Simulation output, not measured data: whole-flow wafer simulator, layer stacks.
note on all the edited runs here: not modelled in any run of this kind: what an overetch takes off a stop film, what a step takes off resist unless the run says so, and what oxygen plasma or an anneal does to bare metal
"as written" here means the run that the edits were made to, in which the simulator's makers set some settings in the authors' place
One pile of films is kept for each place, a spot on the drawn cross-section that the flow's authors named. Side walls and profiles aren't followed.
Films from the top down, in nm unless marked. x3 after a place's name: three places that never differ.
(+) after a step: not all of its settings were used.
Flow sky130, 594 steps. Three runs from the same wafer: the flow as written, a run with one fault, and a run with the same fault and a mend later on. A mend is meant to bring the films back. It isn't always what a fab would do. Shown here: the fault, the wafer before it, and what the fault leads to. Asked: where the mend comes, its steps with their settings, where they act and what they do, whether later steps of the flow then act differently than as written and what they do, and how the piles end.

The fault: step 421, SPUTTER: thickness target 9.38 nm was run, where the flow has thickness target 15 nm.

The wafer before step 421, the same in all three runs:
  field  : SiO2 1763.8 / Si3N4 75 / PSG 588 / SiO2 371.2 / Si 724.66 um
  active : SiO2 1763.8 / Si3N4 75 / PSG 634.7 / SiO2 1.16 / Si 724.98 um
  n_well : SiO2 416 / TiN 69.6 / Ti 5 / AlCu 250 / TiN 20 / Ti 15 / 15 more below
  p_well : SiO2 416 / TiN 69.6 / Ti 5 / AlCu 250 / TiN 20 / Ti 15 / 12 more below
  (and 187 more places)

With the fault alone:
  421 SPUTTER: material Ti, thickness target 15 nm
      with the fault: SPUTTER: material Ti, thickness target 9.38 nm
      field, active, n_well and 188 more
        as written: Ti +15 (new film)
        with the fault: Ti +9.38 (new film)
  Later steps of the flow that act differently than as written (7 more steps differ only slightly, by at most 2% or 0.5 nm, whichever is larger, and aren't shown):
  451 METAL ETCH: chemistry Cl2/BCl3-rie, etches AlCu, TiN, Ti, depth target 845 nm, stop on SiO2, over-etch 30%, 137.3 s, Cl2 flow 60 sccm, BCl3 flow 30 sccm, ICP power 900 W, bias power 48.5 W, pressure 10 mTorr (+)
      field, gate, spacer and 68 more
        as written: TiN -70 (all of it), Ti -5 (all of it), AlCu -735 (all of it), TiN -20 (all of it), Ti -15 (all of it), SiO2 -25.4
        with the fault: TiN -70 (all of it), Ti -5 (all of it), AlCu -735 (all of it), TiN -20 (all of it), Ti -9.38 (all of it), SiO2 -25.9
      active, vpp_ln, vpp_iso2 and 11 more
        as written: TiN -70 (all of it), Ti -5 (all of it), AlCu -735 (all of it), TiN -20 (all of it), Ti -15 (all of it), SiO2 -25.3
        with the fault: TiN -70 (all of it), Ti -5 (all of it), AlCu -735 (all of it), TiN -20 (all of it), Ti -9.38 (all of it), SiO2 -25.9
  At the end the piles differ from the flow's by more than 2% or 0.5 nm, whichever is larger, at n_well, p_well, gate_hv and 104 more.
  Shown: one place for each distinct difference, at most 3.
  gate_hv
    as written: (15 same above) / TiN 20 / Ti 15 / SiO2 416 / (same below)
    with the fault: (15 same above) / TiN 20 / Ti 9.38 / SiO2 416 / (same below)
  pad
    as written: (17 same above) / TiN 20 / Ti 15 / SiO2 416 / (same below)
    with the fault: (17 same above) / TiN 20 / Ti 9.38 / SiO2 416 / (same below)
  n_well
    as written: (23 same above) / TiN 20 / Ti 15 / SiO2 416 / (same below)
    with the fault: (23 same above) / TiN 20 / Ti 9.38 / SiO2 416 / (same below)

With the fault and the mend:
  The mend comes after step 421.
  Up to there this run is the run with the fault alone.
  421a SPUTTER: material Ti, thickness target 5.62 nm (the flow's step 421 once more, with other settings)
      field, active, n_well and 188 more
        Ti +5.62
  No later step of the flow acts differently than as written at any place that is followed.
  At the end the piles are the same as the flow's at every place that both follow.
